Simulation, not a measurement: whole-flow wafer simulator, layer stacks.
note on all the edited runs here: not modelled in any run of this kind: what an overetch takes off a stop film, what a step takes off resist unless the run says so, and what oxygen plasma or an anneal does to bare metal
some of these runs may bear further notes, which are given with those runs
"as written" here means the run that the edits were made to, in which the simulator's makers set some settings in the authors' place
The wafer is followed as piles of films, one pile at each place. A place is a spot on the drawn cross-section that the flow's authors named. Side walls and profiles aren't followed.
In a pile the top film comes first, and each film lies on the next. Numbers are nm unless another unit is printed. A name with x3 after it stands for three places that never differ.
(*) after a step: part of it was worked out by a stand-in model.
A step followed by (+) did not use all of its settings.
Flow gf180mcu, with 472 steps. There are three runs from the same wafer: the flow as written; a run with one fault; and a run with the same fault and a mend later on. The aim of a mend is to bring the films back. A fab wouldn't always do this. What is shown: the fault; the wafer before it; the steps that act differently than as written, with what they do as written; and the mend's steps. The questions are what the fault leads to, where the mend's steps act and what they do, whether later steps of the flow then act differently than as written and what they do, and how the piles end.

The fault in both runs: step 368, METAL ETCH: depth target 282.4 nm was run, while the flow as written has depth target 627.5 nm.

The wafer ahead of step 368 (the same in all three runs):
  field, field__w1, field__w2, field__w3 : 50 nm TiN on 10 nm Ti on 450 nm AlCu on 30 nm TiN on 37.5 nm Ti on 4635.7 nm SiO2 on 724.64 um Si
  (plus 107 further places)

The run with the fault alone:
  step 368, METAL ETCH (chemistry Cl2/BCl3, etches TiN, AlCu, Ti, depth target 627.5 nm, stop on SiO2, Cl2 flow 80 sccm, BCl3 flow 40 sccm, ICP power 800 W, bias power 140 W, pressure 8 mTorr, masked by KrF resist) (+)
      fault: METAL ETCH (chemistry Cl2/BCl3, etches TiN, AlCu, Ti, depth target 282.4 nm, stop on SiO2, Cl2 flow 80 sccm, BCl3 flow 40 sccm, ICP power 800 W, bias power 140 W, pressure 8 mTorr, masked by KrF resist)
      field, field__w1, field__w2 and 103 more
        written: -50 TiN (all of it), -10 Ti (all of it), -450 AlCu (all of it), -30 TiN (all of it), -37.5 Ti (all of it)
        fault: -50 TiN (all of it), -10 Ti (all of it), -222.4 AlCu
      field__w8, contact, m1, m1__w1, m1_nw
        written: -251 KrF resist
        fault: -113 KrF resist
  Steps later in the flow that act otherwise than as written:
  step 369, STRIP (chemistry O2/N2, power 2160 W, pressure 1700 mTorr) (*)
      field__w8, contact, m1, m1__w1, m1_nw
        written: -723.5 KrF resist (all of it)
        fault: -861.6 KrF resist (all of it)
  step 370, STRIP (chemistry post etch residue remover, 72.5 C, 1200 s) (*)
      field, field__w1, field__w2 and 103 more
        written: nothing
        fault: -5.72 AlCu
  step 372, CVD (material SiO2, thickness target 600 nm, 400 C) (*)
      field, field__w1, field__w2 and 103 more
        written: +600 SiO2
        fault: +600 SiO2 (new film)
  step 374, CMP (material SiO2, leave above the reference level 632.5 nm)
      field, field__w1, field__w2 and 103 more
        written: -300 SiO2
        fault: -589.4 SiO2
  The piles end different from the flow's at field, field__w1, field__w2 and 104 more by more than 2% or 0.5 nm, whichever is larger.
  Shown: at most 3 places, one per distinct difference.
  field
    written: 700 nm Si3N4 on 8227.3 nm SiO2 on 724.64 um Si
    fault: 700 nm Si3N4 on 3302.2 nm SiO2 on 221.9 nm AlCu on 30 nm TiN on 37.5 nm Ti on 4635.7 nm SiO2 on 724.64 um Si
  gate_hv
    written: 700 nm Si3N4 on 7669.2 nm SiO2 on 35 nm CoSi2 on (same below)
    fault: 700 nm Si3N4 on 3302.2 nm SiO2 on 221.9 nm AlCu on 30 nm TiN on 37.5 nm Ti on 4077.6 nm SiO2 on 35 nm CoSi2 on (same below)
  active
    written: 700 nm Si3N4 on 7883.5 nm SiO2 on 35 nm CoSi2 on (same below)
    fault: 700 nm Si3N4 on 3302.2 nm SiO2 on 221.9 nm AlCu on 30 nm TiN on 37.5 nm Ti on 4291.9 nm SiO2 on 35 nm CoSi2 on (same below)

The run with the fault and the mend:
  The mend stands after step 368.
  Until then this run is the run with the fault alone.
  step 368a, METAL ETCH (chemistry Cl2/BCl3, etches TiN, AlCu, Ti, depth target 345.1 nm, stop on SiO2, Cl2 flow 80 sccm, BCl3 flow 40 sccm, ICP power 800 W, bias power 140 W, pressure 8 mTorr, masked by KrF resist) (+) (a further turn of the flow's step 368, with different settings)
      field, field__w1, field__w2 and 103 more
        -227.6 AlCu (all of it), -30 TiN (all of it), -37.5 Ti (all of it)
      field__w8, contact, m1, m1__w1, m1_nw
        -138 KrF resist
  Later steps of the flow that are run all act as written at every place that is followed.
  The piles end the same as the flow's at every place that both follow.
